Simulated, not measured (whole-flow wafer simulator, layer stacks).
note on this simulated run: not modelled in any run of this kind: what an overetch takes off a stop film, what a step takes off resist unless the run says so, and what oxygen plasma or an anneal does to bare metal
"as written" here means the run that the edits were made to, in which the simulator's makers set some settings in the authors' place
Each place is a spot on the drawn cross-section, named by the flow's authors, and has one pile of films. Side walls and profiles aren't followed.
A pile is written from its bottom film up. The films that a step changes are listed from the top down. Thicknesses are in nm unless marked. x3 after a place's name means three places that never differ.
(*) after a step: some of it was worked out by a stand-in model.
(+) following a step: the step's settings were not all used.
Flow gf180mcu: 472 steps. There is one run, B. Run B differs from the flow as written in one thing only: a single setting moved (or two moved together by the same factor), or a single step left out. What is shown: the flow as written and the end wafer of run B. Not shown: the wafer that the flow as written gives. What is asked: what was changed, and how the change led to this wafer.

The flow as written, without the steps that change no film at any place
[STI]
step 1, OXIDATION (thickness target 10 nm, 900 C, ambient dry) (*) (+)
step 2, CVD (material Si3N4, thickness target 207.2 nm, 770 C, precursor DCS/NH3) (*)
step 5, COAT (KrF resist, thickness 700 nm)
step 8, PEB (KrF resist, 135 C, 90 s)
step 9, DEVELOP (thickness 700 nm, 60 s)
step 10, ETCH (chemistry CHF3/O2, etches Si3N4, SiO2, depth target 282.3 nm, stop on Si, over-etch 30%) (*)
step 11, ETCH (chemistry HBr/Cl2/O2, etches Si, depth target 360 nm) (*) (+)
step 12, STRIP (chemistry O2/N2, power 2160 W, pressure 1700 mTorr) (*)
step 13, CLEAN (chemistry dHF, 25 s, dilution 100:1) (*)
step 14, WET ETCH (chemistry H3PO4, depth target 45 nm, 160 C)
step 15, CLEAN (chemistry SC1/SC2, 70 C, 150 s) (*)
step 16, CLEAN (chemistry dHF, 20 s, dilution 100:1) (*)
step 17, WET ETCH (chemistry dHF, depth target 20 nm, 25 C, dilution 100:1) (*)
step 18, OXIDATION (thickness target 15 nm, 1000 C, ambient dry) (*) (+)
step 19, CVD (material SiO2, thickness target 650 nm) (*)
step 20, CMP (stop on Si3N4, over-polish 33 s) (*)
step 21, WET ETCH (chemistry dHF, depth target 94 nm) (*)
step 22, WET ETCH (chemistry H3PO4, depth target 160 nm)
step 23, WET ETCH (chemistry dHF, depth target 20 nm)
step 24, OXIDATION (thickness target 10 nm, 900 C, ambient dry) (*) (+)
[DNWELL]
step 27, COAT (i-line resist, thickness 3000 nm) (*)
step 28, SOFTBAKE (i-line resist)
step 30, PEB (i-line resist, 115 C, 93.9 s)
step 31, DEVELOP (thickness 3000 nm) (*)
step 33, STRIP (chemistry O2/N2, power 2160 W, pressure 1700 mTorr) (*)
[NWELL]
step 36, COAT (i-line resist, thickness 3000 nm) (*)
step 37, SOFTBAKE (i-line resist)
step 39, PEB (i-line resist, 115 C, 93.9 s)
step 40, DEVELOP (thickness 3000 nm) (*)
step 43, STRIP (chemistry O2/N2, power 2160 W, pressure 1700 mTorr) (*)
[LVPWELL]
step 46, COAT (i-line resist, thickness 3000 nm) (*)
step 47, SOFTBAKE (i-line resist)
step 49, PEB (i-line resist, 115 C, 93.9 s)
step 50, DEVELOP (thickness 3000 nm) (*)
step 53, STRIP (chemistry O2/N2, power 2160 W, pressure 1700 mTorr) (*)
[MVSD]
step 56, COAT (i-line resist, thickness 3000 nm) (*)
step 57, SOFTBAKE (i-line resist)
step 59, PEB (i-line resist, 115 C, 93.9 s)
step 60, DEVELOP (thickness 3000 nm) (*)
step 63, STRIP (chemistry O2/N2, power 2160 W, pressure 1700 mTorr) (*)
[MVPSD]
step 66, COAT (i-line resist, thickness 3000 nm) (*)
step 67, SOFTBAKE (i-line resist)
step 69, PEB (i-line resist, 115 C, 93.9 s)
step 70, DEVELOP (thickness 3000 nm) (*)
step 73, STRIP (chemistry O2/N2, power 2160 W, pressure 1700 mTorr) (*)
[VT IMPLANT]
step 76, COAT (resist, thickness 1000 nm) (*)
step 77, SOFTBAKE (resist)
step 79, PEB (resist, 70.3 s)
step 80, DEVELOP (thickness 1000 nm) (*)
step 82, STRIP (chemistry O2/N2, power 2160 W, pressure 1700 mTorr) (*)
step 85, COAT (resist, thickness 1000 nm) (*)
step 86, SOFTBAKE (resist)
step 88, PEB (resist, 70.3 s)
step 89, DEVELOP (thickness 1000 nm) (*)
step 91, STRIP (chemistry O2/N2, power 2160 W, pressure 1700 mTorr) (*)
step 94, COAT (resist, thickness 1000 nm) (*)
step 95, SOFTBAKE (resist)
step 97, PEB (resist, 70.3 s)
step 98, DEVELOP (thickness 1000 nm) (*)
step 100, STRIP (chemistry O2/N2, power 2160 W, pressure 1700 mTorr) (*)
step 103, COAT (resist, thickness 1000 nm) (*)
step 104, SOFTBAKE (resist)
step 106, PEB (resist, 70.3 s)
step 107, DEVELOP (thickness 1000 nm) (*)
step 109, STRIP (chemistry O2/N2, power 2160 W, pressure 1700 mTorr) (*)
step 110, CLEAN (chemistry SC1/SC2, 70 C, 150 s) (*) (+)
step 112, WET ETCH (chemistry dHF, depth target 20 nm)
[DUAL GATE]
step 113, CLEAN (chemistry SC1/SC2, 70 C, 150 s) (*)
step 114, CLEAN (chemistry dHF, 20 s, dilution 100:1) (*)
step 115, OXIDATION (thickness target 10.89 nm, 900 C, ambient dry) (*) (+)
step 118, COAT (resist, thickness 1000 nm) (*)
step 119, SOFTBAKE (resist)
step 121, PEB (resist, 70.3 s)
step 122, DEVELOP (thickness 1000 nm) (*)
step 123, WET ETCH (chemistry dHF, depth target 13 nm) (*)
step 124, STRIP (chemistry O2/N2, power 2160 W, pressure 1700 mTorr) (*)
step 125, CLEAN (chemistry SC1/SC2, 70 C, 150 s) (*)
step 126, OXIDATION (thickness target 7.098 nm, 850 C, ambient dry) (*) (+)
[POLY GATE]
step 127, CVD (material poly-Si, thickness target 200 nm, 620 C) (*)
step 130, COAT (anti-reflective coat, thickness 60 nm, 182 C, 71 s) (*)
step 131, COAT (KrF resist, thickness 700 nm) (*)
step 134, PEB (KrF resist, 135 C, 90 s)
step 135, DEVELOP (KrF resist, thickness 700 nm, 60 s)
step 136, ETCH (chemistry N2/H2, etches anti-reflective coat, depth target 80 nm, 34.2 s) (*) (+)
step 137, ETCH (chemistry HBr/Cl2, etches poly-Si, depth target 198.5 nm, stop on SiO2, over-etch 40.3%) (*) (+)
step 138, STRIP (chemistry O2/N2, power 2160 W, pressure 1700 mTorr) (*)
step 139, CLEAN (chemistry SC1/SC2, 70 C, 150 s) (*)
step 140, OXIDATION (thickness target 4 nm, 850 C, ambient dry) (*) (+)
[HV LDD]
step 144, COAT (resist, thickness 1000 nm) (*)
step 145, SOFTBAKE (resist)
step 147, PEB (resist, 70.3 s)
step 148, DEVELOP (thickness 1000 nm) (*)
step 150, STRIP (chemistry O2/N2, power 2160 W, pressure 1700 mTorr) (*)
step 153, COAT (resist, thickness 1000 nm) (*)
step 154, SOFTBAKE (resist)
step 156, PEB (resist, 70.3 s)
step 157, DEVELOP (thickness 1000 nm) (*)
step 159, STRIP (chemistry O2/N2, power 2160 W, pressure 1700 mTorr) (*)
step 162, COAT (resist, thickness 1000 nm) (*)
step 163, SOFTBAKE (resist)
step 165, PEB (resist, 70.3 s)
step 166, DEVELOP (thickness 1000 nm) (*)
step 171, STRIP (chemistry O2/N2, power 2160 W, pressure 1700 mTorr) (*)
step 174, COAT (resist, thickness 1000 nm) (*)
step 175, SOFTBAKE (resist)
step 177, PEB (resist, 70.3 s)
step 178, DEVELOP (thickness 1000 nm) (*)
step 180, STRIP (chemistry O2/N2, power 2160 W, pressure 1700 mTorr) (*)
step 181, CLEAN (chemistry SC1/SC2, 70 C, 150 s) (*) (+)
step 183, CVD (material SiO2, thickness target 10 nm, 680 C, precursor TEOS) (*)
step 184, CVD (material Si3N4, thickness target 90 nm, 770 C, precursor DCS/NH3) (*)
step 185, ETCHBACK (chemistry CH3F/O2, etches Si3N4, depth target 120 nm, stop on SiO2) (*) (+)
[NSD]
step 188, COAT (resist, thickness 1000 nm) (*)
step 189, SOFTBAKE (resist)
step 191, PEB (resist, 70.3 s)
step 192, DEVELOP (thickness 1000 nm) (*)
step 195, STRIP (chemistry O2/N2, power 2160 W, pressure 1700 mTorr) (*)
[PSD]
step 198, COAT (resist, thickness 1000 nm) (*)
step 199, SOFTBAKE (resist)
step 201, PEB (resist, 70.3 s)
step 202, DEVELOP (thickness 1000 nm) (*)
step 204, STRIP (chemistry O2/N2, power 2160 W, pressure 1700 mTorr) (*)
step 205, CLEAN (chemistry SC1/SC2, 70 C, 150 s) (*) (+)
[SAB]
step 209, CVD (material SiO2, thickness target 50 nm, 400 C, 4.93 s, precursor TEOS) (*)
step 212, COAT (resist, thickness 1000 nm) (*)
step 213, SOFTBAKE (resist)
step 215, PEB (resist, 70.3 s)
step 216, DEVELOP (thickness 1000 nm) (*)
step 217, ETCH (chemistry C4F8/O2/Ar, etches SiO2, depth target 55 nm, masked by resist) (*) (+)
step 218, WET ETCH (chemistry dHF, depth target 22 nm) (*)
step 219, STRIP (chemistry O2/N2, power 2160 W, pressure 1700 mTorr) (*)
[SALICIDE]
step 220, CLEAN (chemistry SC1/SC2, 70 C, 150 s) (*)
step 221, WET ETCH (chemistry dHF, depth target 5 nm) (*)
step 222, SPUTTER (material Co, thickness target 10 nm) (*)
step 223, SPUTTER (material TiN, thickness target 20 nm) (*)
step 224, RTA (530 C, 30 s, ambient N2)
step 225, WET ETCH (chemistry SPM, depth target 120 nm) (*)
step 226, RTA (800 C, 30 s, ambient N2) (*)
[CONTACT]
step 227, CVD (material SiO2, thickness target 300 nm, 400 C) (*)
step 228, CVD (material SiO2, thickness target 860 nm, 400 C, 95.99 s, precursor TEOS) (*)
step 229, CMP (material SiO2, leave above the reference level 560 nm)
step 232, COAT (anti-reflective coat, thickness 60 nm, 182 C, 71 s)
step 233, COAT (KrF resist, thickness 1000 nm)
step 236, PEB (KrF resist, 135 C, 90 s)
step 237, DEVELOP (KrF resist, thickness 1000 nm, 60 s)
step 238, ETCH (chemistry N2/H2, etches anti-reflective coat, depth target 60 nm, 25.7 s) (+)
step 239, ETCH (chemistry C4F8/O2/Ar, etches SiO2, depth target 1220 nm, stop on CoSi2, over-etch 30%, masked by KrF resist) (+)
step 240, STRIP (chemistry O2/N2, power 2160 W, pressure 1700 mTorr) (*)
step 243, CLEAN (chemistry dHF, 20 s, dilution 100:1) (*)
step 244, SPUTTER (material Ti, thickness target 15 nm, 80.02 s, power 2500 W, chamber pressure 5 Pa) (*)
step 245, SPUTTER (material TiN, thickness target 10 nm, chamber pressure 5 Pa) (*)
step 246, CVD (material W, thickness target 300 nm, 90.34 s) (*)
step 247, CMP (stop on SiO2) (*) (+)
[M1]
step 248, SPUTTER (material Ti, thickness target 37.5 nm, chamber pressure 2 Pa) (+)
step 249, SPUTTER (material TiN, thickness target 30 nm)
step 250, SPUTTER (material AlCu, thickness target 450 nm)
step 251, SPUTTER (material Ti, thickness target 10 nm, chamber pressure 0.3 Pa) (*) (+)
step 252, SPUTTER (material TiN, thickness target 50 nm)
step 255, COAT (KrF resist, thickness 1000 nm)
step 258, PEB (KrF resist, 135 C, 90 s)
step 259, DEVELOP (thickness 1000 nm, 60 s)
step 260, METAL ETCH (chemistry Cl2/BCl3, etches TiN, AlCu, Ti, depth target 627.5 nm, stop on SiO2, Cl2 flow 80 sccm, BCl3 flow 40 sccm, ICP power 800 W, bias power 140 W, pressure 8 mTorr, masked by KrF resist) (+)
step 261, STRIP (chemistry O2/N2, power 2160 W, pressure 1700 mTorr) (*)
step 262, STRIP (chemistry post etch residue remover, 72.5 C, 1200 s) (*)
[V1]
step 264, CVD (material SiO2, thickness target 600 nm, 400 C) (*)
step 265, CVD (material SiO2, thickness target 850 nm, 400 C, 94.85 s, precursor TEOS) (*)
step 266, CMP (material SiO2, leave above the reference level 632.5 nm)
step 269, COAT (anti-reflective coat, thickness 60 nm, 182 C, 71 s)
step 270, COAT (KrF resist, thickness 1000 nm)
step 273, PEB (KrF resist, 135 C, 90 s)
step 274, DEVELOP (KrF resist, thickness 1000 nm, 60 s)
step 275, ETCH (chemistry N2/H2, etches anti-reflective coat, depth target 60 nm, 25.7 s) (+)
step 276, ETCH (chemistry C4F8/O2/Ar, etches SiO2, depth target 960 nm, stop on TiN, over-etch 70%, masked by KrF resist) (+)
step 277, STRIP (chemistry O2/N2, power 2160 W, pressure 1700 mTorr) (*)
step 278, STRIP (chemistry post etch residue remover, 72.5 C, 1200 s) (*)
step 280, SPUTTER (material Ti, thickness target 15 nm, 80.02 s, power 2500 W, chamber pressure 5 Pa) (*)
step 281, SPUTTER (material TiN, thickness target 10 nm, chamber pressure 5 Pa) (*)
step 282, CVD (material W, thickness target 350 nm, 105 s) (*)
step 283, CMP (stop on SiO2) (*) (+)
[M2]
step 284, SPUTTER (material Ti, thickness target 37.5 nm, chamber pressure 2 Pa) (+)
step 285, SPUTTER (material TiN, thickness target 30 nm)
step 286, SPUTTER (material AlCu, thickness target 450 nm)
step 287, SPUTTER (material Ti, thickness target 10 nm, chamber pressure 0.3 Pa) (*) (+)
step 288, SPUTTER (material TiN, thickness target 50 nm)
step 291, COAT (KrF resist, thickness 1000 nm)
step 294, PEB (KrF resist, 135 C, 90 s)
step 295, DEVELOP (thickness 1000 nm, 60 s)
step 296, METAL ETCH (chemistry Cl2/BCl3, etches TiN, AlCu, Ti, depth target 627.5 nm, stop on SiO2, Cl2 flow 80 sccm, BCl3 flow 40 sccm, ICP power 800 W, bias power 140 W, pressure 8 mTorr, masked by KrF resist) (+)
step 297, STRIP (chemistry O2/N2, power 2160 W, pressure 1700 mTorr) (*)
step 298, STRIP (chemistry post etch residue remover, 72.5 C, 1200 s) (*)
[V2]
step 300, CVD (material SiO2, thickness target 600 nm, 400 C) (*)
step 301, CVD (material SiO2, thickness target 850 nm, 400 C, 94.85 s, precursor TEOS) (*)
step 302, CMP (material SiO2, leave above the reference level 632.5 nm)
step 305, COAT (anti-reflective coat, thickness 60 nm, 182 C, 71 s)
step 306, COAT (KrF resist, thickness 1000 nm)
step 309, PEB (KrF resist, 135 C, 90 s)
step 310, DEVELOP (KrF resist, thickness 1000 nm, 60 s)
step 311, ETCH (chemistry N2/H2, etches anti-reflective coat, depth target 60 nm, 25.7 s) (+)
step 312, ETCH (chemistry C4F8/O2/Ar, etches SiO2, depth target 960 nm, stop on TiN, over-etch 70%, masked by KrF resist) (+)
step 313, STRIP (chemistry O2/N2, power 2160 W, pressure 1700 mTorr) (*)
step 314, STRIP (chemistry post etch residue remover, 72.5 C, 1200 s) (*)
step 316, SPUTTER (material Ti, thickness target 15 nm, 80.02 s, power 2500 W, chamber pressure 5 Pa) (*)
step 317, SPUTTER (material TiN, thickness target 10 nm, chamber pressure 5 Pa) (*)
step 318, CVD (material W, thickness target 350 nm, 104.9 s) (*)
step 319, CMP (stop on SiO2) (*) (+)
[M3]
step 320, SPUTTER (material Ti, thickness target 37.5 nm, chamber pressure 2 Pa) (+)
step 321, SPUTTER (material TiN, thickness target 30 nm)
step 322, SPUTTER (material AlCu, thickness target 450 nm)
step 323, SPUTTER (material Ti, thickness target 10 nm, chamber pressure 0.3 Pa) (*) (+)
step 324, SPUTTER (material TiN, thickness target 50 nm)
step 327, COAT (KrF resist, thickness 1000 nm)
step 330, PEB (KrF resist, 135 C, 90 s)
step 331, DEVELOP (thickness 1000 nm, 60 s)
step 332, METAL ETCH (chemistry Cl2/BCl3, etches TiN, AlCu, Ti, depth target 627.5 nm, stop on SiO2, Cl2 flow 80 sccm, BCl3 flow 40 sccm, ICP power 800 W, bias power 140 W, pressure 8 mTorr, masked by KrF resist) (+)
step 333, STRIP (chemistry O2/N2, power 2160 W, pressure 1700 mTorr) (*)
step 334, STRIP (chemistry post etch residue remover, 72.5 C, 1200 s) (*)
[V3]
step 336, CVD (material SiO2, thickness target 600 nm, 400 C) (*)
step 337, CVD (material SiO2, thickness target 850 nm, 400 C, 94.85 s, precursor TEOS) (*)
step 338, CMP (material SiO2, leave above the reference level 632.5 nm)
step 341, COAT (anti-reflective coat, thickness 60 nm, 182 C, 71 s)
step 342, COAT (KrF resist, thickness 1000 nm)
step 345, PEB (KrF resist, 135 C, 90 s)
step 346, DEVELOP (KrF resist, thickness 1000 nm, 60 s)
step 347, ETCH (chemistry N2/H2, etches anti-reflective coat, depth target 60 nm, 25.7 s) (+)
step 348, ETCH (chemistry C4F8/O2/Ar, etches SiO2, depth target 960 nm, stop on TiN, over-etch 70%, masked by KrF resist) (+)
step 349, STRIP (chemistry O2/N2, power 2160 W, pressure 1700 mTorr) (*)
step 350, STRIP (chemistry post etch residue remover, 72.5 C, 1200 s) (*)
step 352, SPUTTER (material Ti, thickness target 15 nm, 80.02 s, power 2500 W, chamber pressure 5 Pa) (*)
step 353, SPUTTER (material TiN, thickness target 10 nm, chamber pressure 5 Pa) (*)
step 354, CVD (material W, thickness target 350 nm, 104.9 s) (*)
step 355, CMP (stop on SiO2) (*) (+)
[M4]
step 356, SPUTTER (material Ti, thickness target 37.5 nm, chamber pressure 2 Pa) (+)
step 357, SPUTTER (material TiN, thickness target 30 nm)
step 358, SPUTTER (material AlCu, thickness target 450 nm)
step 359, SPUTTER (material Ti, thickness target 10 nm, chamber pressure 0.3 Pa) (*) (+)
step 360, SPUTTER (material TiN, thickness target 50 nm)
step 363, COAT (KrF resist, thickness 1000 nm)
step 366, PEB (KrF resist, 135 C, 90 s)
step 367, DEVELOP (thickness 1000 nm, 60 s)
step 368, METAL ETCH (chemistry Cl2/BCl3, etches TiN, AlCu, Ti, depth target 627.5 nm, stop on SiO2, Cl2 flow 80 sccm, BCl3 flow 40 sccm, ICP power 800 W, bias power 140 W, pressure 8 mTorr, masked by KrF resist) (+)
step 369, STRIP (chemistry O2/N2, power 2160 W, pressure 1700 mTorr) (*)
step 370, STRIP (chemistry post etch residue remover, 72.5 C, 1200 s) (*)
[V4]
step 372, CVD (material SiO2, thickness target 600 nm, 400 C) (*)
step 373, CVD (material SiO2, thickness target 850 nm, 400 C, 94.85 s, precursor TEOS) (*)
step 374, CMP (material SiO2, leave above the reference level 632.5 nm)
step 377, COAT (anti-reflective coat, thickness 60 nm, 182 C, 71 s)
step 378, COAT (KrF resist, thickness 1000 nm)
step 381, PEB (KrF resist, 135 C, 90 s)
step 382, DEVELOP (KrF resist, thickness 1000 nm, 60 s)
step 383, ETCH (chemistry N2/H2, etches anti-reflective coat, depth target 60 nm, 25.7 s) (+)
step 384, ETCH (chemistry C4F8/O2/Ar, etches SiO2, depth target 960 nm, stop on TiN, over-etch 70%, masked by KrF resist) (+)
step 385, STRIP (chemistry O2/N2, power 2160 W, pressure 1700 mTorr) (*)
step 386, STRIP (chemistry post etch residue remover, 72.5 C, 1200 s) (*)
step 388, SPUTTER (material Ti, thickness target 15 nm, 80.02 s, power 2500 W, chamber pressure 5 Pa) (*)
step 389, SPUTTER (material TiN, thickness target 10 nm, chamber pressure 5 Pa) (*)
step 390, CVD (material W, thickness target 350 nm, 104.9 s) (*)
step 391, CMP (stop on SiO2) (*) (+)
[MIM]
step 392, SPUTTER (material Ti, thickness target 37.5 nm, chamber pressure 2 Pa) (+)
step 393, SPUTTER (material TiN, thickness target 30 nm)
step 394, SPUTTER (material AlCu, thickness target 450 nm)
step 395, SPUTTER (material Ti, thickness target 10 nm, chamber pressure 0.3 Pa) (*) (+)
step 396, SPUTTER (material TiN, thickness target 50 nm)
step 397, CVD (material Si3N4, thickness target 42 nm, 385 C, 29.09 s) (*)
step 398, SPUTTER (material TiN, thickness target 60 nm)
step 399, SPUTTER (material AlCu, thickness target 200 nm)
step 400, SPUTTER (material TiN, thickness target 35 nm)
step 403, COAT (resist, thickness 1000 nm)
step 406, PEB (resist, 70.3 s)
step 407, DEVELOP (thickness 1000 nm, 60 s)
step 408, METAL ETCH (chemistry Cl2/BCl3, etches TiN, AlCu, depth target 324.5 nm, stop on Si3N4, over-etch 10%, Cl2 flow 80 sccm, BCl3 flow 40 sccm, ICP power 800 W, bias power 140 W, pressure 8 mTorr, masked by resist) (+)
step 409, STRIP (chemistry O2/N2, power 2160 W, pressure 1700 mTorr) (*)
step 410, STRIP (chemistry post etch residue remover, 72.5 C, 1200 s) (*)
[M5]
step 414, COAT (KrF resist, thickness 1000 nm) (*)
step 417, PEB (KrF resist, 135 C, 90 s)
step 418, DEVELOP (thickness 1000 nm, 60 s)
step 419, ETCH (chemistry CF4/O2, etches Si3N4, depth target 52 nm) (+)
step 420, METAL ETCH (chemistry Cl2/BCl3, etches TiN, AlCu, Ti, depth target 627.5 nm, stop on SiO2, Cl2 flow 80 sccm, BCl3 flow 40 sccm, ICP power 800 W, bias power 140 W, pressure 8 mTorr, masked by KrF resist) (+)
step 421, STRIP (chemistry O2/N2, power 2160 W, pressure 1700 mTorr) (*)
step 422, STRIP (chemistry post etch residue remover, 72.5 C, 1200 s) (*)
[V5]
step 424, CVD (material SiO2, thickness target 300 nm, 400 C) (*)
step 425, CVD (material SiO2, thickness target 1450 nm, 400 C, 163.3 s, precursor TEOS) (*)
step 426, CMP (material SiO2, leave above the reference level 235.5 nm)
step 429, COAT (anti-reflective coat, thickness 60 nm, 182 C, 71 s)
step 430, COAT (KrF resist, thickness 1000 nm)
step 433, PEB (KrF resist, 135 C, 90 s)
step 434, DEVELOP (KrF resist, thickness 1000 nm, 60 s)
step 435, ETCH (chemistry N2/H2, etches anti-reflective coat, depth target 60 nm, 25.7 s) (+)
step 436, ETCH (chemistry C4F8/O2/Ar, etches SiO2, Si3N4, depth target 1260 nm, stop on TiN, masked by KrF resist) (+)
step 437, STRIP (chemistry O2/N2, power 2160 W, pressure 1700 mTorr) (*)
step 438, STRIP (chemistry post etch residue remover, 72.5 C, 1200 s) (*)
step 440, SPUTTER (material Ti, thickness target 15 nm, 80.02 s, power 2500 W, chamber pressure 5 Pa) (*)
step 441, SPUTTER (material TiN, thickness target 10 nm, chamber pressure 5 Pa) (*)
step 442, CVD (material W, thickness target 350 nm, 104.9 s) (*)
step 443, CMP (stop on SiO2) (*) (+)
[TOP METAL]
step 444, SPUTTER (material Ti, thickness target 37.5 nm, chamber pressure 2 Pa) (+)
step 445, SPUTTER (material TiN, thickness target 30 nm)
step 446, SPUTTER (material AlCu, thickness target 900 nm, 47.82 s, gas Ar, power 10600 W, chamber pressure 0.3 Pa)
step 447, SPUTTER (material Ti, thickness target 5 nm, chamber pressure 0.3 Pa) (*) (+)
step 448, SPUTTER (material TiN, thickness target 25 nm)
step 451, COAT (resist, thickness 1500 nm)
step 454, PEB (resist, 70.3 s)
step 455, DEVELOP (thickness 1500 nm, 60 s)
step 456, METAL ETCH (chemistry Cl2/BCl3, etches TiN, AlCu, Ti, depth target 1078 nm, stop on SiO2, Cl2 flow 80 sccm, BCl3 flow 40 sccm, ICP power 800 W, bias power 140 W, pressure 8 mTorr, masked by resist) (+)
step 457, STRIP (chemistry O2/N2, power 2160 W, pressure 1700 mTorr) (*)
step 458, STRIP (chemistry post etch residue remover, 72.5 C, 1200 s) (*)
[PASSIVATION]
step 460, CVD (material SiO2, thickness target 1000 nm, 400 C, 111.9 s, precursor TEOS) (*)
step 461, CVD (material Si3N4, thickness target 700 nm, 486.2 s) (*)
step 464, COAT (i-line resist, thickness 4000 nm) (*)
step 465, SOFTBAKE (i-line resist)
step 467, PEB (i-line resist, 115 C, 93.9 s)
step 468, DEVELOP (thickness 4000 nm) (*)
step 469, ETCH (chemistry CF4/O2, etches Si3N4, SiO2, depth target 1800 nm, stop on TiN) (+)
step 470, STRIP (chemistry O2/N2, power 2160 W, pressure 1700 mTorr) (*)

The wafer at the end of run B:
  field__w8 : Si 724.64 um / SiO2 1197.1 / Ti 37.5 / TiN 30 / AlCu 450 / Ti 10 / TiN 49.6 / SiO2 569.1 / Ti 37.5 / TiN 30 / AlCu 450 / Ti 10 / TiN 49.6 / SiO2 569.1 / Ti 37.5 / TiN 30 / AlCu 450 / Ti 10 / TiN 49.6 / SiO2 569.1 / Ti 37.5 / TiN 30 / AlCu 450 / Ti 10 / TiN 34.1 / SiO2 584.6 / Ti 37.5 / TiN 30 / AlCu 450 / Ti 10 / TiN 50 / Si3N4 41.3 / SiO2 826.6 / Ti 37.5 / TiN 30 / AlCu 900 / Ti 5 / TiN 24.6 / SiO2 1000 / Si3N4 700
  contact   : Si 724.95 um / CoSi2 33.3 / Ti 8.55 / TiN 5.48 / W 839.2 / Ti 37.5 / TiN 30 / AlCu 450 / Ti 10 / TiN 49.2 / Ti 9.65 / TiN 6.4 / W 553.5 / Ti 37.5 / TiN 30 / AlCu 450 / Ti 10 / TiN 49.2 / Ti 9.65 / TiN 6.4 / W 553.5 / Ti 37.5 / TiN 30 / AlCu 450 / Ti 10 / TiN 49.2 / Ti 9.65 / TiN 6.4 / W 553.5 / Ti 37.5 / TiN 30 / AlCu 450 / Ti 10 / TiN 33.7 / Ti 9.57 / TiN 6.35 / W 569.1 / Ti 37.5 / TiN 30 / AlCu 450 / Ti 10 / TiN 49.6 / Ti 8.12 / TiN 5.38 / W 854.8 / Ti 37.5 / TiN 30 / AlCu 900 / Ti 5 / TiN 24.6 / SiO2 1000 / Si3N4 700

What caused this: step 360, SPUTTER: thickness target 34.5 nm was run, whereas the flow has thickness target 50 nm.

The path from the change to this, step by step:
  step 360, SPUTTER (material TiN, thickness target 50 nm)
      field, field__w1, field__w2 and 108 more: +34.5 TiN (new film) (as written it would have been: +50 TiN (new film))
  step 368, METAL ETCH (chemistry Cl2/BCl3, etches TiN, AlCu, Ti, depth target 627.5 nm, stop on SiO2, Cl2 flow 80 sccm, BCl3 flow 40 sccm, ICP power 800 W, bias power 140 W, pressure 8 mTorr, masked by KrF resist) (+)
      field, field__w1, field__w2 and 103 more: -34.5 TiN (all of it), -10 Ti (all of it), -450 AlCu (all of it), -30 TiN (all of it), -37.5 Ti (all of it) (as written it would have been: -50 TiN (all of it), -10 Ti (all of it), -450 AlCu (all of it), -30 TiN (all of it), -37.5 Ti (all of it))
  step 384, ETCH (chemistry C4F8/O2/Ar, etches SiO2, depth target 960 nm, stop on TiN, over-etch 70%, masked by KrF resist) (+)
      contact: -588 SiO2 (all of it) (as written it would have been: -572.5 SiO2 (all of it))
